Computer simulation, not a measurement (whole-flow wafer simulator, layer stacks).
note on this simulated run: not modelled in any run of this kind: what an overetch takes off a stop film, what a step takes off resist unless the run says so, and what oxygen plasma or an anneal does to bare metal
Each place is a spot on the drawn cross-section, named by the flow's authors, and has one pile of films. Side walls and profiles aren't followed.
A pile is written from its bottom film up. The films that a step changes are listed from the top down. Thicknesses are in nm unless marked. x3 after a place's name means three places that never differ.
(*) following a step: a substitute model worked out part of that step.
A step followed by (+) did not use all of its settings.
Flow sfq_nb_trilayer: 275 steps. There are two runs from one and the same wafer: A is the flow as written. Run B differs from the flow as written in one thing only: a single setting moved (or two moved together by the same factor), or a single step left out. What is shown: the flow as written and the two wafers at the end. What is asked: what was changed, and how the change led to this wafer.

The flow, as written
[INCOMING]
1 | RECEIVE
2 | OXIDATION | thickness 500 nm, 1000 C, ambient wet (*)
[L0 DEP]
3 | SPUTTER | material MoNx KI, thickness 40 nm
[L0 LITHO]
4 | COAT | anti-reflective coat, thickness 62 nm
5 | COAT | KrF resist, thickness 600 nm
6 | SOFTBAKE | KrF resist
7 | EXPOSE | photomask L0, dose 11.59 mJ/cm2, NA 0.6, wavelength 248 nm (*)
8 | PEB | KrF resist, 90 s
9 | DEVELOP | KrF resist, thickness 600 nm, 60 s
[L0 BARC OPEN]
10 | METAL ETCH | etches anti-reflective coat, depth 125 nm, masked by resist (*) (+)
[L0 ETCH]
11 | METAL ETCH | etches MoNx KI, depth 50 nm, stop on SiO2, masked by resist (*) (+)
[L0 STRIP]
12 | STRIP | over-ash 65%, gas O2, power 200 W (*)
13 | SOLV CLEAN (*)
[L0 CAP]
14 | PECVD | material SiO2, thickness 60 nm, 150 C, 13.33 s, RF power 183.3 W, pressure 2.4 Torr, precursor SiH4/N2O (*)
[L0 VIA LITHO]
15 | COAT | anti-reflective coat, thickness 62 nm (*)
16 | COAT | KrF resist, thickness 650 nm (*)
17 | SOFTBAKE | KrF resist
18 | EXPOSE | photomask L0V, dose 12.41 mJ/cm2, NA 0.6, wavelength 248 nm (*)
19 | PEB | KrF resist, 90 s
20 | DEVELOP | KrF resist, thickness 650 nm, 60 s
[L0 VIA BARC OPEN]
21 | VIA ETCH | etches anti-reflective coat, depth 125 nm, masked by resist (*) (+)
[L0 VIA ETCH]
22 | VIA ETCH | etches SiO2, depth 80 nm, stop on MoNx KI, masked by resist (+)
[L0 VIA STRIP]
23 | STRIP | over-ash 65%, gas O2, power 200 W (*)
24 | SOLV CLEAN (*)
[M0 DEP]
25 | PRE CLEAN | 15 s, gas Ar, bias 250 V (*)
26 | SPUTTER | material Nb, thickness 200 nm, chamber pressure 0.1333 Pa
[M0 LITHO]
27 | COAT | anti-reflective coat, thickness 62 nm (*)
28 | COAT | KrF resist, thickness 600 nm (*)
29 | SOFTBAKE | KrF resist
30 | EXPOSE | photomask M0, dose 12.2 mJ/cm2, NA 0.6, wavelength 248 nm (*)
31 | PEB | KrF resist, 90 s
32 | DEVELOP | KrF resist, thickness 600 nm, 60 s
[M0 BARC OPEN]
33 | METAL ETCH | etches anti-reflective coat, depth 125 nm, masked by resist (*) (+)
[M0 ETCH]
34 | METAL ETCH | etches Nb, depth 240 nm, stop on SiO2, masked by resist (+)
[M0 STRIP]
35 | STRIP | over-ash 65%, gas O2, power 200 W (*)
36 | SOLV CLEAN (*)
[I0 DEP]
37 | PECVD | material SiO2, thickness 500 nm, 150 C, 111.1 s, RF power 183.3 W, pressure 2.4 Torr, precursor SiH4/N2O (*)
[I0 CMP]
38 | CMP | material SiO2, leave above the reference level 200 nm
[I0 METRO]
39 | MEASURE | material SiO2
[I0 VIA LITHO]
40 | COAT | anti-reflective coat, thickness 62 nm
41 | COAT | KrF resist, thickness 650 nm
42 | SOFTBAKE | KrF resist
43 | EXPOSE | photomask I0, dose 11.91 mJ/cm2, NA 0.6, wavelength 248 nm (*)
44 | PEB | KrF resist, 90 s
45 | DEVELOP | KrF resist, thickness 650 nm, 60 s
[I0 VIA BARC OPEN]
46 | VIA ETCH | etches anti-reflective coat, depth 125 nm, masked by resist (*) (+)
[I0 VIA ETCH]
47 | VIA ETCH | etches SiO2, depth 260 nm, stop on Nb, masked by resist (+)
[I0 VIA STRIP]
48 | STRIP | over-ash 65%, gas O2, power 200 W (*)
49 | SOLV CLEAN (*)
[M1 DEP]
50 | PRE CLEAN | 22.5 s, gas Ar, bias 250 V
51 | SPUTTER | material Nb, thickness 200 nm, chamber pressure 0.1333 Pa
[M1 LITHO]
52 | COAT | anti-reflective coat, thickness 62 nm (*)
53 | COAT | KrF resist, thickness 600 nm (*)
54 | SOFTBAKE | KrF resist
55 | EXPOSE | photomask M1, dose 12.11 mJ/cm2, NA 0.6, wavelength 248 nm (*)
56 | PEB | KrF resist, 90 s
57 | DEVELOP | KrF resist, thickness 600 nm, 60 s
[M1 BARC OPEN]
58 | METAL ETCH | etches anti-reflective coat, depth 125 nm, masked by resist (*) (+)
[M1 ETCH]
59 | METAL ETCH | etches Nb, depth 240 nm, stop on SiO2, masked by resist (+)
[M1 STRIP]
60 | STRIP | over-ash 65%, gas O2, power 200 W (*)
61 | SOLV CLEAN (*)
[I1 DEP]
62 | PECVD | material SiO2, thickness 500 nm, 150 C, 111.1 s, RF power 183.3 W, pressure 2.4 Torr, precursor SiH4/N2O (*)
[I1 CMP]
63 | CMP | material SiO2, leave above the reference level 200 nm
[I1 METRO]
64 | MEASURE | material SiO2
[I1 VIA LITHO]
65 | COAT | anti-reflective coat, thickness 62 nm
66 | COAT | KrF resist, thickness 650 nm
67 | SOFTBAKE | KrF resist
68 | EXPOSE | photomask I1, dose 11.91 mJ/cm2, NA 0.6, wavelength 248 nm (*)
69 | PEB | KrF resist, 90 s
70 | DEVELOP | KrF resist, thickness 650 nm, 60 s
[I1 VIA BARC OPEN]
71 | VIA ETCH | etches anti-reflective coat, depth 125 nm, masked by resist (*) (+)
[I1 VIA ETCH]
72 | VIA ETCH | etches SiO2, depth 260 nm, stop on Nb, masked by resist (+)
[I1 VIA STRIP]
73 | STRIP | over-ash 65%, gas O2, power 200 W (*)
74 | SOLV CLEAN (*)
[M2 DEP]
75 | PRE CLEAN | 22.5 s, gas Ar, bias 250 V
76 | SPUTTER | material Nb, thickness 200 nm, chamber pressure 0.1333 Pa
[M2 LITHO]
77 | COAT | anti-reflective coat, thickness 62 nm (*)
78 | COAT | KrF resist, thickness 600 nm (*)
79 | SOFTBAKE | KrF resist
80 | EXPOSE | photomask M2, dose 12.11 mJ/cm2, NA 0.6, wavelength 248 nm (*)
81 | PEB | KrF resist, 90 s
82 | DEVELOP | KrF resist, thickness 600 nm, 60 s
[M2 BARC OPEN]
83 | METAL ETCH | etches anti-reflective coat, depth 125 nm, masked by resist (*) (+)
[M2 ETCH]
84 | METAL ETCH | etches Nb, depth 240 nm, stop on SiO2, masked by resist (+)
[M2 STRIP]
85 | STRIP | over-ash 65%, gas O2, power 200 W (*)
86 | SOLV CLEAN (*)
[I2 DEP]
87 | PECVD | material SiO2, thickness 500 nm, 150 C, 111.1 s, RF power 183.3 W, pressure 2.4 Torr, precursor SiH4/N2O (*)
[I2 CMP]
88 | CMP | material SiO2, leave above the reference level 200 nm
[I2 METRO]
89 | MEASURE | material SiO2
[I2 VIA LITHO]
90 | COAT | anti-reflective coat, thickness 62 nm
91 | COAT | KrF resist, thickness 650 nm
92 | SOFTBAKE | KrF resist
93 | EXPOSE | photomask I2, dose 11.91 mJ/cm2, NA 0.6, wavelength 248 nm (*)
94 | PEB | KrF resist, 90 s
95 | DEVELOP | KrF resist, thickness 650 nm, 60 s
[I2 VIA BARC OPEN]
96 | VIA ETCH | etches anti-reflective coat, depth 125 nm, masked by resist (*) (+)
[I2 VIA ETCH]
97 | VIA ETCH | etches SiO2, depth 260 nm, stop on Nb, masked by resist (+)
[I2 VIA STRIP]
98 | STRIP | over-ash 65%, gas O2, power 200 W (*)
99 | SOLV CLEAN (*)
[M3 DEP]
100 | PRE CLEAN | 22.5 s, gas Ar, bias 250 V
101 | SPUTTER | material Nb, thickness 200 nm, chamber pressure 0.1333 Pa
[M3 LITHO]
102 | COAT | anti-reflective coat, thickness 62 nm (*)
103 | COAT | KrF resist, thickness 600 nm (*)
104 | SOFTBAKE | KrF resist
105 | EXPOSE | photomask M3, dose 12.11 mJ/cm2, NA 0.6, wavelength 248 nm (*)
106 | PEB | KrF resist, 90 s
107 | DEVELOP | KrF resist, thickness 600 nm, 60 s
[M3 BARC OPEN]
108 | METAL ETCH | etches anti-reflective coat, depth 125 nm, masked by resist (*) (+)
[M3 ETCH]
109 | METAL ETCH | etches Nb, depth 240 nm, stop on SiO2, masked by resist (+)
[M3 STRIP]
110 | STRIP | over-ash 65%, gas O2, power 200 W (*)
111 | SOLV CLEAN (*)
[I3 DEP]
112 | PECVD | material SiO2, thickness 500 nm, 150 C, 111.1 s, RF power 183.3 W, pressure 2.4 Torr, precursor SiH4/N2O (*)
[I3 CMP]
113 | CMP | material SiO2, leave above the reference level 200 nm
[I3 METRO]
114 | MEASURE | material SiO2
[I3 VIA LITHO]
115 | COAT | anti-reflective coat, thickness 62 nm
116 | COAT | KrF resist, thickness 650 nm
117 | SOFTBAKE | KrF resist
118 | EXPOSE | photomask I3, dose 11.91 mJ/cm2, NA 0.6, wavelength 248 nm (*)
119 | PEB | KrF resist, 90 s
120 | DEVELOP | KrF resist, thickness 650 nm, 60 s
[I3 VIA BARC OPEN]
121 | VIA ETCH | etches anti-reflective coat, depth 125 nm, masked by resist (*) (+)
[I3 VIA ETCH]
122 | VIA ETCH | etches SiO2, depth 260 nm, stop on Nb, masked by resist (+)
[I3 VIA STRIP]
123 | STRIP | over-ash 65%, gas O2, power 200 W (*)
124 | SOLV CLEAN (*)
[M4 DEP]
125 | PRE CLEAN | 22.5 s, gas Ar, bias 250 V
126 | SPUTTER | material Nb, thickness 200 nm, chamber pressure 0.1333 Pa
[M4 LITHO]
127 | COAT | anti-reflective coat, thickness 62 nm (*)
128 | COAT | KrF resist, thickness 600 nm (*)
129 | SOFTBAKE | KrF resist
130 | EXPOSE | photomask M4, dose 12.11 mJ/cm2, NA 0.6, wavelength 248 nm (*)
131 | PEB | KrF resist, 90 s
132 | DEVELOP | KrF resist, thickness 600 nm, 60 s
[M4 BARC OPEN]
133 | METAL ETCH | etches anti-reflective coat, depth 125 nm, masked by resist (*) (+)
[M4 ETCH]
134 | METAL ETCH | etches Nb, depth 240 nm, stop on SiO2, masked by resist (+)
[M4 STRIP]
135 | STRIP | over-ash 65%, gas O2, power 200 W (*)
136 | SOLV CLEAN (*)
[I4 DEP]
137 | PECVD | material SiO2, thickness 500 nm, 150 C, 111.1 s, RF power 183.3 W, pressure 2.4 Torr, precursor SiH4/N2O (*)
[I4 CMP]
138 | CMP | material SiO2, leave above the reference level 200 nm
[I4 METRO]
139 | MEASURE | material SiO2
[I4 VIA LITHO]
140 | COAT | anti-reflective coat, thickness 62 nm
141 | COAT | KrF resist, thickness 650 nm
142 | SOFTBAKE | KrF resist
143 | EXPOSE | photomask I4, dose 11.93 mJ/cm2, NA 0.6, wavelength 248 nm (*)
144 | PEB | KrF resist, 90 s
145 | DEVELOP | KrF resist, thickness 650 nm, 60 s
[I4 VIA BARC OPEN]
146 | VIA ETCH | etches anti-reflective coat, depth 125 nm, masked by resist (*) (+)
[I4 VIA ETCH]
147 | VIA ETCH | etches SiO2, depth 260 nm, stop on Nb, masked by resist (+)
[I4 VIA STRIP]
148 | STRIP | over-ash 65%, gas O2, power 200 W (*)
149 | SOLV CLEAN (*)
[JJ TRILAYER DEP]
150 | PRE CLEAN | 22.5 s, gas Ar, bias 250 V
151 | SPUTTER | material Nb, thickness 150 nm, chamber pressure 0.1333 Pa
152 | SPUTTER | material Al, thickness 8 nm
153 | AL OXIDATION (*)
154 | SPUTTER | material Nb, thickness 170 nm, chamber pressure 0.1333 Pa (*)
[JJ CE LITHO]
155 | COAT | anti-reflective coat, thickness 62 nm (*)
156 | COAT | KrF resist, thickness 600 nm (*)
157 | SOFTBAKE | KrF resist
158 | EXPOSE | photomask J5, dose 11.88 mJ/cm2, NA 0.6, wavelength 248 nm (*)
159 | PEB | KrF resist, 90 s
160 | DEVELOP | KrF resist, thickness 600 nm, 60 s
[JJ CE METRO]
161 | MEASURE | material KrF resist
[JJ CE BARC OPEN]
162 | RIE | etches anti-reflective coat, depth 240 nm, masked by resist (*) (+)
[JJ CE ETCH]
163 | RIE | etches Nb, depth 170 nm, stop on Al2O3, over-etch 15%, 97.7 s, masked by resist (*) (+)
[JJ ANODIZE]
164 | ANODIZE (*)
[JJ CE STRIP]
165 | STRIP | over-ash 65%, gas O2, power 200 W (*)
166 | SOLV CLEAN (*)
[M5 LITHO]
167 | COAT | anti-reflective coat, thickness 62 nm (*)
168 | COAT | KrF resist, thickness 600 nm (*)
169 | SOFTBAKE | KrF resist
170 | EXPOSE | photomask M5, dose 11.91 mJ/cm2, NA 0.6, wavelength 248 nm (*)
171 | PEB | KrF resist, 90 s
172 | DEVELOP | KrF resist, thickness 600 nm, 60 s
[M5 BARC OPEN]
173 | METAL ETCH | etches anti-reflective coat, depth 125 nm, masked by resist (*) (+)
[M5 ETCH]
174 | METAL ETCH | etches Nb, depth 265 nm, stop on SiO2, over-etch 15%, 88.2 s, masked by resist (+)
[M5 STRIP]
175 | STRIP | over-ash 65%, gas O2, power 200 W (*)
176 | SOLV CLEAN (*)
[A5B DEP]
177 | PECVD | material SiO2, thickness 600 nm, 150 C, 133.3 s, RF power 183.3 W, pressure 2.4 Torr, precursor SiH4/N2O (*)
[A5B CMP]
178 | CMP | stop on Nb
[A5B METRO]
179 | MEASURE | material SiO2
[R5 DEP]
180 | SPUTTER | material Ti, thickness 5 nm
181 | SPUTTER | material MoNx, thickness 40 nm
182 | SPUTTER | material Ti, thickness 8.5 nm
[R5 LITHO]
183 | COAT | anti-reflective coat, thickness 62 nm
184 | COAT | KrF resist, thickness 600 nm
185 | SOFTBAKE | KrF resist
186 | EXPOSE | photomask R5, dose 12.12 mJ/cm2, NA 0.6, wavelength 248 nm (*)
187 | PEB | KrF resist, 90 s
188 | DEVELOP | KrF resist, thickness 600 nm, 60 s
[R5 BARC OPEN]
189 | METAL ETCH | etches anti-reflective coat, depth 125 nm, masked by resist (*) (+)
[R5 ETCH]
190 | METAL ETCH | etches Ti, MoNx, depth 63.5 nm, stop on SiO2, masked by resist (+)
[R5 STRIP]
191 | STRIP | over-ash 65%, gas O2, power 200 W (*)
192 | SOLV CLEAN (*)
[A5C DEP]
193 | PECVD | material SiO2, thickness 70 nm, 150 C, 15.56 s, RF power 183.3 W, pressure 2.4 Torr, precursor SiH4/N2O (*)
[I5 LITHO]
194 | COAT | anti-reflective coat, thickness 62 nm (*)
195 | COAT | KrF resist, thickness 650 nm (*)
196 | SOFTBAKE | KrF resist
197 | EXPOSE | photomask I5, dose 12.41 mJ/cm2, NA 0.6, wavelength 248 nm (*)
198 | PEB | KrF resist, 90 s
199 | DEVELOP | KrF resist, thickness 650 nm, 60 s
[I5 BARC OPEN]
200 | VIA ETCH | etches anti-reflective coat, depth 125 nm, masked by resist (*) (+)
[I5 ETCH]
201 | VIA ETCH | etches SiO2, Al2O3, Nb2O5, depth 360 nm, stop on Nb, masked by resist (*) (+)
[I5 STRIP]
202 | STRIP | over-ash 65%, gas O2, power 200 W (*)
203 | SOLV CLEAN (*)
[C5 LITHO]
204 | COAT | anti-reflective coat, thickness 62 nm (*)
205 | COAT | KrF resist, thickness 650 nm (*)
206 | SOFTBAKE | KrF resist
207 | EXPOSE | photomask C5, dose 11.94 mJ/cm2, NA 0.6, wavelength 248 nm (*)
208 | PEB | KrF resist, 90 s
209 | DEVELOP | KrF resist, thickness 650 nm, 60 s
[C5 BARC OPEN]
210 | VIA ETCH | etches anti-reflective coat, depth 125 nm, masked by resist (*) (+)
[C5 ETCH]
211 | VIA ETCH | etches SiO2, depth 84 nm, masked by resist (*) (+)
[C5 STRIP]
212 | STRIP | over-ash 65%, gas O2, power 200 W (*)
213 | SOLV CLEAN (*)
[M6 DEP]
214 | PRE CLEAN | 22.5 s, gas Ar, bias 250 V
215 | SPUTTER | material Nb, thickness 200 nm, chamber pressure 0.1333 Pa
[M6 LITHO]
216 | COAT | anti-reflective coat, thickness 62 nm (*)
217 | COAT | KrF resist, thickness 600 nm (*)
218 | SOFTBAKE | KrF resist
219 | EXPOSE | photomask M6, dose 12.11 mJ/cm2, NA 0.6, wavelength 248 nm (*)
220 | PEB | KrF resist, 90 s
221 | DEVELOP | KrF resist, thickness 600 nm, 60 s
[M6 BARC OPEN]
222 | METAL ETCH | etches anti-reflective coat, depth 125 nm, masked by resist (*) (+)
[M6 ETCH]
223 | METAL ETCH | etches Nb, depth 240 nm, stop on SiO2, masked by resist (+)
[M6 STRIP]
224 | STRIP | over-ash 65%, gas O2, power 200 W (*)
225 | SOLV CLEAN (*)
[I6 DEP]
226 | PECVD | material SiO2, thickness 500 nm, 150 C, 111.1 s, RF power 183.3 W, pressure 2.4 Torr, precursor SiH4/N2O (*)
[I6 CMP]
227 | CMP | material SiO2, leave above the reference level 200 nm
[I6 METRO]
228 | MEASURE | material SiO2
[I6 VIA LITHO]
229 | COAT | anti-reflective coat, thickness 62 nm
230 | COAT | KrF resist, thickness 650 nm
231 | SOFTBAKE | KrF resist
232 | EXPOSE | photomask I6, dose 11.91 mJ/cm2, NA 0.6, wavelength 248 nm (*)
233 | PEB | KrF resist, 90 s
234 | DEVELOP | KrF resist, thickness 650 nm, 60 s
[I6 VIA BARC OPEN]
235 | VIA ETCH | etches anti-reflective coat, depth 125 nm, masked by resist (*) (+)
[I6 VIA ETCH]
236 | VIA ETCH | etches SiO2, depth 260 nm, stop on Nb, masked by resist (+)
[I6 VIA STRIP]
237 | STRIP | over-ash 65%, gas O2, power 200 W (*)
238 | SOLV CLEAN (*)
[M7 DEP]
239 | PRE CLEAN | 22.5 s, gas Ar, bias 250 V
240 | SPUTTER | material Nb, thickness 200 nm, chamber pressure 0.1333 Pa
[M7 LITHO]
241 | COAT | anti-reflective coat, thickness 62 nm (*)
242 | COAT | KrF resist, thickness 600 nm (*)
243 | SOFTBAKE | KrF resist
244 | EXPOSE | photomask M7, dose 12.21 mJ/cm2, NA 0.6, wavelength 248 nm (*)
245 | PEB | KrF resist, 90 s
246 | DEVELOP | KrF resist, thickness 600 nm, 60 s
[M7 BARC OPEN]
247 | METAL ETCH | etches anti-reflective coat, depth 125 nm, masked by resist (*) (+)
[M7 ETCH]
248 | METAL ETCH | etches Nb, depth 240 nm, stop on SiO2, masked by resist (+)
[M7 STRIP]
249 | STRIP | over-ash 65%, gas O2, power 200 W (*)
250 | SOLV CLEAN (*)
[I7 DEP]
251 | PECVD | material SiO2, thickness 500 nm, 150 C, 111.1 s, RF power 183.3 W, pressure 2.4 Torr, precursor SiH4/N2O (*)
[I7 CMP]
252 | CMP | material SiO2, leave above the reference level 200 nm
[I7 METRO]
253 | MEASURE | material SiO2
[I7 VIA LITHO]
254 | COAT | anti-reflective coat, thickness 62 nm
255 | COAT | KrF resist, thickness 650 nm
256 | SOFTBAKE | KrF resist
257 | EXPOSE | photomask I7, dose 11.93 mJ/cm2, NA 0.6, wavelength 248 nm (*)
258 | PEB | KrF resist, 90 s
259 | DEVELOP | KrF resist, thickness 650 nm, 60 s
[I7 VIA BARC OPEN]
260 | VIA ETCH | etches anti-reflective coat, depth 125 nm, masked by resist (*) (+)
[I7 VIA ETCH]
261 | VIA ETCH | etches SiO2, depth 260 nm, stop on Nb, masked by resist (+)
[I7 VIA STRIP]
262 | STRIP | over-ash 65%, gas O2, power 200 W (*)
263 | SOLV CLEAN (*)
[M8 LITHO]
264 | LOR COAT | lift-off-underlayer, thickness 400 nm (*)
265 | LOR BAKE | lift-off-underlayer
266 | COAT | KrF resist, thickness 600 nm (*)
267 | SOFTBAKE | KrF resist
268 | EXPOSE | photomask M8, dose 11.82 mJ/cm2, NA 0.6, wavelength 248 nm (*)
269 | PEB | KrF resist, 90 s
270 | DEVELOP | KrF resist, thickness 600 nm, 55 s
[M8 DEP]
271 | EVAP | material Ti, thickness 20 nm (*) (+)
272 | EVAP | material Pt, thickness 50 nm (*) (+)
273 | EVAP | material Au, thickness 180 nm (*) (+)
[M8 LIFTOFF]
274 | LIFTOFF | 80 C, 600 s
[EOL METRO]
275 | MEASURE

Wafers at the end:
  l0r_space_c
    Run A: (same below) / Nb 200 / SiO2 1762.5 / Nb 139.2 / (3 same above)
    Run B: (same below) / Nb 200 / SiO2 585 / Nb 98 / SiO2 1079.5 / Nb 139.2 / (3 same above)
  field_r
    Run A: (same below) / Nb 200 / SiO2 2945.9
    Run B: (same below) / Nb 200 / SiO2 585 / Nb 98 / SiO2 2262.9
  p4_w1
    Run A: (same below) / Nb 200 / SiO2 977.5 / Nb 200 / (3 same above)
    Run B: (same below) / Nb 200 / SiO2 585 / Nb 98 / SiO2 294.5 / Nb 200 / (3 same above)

Cause: step 84, METAL ETCH: depth 102 nm was run, while the flow as written has depth 240 nm.

How this came from the change, step by step:
  84 | METAL ETCH | etches Nb, depth 240 nm, stop on SiO2, masked by resist (+)
      field_l, be, be_sur and 81 more: A Nb loses 200 (all of it) | B Nb loses 102
      v_sur, via_wl, via_w and 19 more: A KrF resist loses 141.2 | B KrF resist loses 60
  85 | STRIP | over-ash 65%, gas O2, power 200 W (*)
      wl_j_sl, wl_jj, wl_j_sr and 12 more: A KrF resist loses 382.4 (all of it), anti-reflective coat loses 62 (all of it) | B KrF resist loses 463.6 (all of it), anti-reflective coat loses 62 (all of it)
      v_sur: A KrF resist loses 380 (all of it), anti-reflective coat loses 61.4 (all of it) | B KrF resist loses 461.2 (all of it), anti-reflective coat loses 61.4 (all of it)
      (also at 6 further places)
  87 | PECVD | material SiO2, thickness 500 nm, 150 C, 111.1 s, RF power 183.3 W, pressure 2.4 Torr, precursor SiH4/N2O (*)
      field_l, be, be_sur and 81 more: A SiO2 gains 500 | B SiO2 gains 500 (new film)
  88 | CMP | material SiO2, leave above the reference level 200 nm
      field_l, be, be_sur and 81 more: A SiO2 loses 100 | B SiO2 loses 198
Taking metal films that touch as one body, l0r_space_c has 3 bodies (between them, from the top down: SiO2 1079.5; SiO2 585); the flow as written gives 2 bodies (between them, from the top down: SiO2 1762.5).
Taking metal films that touch as one body, field_r has 2 bodies (between them, from the top down: SiO2 585); the flow as written gives 1 body.
Taking metal films that touch as one body, p4_w1 has 4 bodies (between them, from the top down: SiO2 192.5; SiO2 294.5; SiO2 585); the flow as written gives 3 bodies (between them, from the top down: SiO2 192.5; SiO2 977.5).
